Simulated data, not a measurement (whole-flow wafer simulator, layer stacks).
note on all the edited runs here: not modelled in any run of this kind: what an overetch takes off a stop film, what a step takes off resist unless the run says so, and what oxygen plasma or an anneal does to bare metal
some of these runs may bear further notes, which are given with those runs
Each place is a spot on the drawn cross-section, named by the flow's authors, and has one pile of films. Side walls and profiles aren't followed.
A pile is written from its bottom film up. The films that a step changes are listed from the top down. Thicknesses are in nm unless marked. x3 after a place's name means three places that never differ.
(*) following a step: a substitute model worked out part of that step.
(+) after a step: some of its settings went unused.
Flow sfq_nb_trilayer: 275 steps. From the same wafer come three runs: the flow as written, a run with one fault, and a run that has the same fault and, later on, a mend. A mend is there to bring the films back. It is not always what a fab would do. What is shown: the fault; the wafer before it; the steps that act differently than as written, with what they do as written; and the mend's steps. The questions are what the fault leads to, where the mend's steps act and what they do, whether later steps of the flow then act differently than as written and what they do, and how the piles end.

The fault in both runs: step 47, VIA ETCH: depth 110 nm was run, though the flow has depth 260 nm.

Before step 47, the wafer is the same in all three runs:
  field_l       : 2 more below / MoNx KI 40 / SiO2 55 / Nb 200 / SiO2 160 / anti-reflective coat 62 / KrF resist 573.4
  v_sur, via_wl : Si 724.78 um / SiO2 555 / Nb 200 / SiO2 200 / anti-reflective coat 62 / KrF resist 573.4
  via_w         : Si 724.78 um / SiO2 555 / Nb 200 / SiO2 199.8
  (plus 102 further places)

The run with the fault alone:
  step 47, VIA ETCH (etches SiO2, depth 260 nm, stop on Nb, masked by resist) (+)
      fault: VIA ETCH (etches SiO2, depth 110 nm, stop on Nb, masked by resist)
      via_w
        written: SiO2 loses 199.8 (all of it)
        fault: SiO2 loses 110
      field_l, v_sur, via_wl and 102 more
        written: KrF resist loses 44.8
        fault: KrF resist loses 19
  Steps later in the flow that act otherwise than as written (4 other steps are not shown; they differ only slightly, by no more than 2% or 0.5 nm, whichever is larger):
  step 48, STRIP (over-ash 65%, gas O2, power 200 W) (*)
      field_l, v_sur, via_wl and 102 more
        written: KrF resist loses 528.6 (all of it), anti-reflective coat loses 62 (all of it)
        fault: KrF resist loses 554.5 (all of it), anti-reflective coat loses 62 (all of it)
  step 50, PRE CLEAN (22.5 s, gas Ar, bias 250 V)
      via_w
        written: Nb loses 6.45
        fault: SiO2 loses 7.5
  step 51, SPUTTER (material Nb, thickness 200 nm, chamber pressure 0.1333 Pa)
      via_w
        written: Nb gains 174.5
        fault: Nb gains 192.2 (new film)
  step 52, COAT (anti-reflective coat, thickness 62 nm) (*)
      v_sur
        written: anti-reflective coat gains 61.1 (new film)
        fault: anti-reflective coat gains 56.9 (new film)
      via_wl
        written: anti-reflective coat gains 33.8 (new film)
        fault: anti-reflective coat gains 32.7 (new film)
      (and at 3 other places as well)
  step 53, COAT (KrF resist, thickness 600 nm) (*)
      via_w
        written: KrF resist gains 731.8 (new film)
        fault: KrF resist gains 654.5 (new film)
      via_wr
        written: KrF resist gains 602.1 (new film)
        fault: KrF resist gains 614.6 (new film)
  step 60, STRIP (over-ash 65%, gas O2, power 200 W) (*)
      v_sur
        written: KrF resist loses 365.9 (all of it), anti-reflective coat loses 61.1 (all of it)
        fault: KrF resist loses 376.8 (all of it), anti-reflective coat loses 56.9 (all of it)
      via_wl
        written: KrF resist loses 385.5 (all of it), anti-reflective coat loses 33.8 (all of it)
        fault: KrF resist loses 396.9 (all of it), anti-reflective coat loses 32.7 (all of it)
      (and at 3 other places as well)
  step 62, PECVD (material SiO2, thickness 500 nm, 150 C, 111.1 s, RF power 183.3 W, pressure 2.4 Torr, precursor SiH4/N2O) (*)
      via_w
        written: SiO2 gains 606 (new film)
        fault: SiO2 gains 500 (new film)
  The piles end different from the flow's at via_w by more than 2% or 0.5 nm, whichever is larger.
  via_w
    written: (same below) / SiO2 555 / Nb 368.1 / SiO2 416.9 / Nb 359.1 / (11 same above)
    fault: (same below) / SiO2 555 / Nb 200 / SiO2 82.3 / Nb 192.2 / SiO2 310.5 / Nb 359.1 / (11 same above)

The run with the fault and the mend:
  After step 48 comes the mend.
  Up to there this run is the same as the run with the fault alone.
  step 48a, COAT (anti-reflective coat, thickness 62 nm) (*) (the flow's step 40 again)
      p4_fl x3, p4_w1 x9, p4_g1 x2 and 63 more
        anti-reflective coat gains 62 (new film)
      be_sur, gap, jj_sur and 17 more
        anti-reflective coat gains 61.9 (new film)
      field_l, via_v
        anti-reflective coat gains 61.7 (new film)
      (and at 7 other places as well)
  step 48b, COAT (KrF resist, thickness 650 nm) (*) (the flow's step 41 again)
      p4_fl x3, p4_w1 x9, p4_g1 x2 and 63 more
        KrF resist gains 650 (new film)
      res, r_end, moat and 8 more
        KrF resist gains 649.7 (new film)
      ce_l, c5j, ce_r
        KrF resist gains 649.5 (new film)
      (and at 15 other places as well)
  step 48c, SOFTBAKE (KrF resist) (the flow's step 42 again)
      leaves every film unchanged at each place that is followed
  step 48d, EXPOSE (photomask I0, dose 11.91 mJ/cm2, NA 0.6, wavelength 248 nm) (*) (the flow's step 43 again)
      leaves every film unchanged at each place that is followed
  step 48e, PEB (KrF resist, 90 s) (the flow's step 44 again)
      be_sur, gap, jj_sur and 94 more
        KrF resist loses 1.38
      field_l, v_sur, via_sp, via_v, wire, be
        KrF resist loses 1.37
      via_wl, via_wr
        KrF resist loses 1.41
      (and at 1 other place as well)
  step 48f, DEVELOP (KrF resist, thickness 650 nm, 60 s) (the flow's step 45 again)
      field_l, v_sur, via_wl and 102 more
        KrF resist loses 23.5
      via_w
        KrF resist loses 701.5 (all of it)
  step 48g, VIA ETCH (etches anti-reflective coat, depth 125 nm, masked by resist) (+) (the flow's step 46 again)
      field_l, v_sur, via_wl and 102 more
        KrF resist loses 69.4
      via_w
        anti-reflective coat loses 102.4 (all of it), SiO2 loses 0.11
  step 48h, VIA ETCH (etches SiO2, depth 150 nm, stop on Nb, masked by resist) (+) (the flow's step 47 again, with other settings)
      field_l, v_sur, via_wl and 102 more
        KrF resist loses 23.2
      via_w
        SiO2 loses 89.7 (all of it)
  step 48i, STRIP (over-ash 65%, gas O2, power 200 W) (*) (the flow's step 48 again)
      p4_fl x3, p4_w1 x9, p4_g1 x2 and 63 more
        KrF resist loses 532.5 (all of it), anti-reflective coat loses 62 (all of it)
      field_r, lsp_l, ln_m5, lsp_m, ln_m6, lsp_r, l0_sur, l0v
        KrF resist loses 532.2 (all of it), anti-reflective coat loses 61.9 (all of it)
      be_r, r_sur, res, r_end, moat
        KrF resist loses 532.1 (all of it), anti-reflective coat loses 61.9 (all of it)
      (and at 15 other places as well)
  Every later step of the flow that is run acts as written, at every place that is followed, to within 2% or 0.5 nm, whichever is larger.
  When the end is reached, the piles differ only a little from the flow's at the places that both follow, at most by 2% or 0.5 nm, whichever is larger.
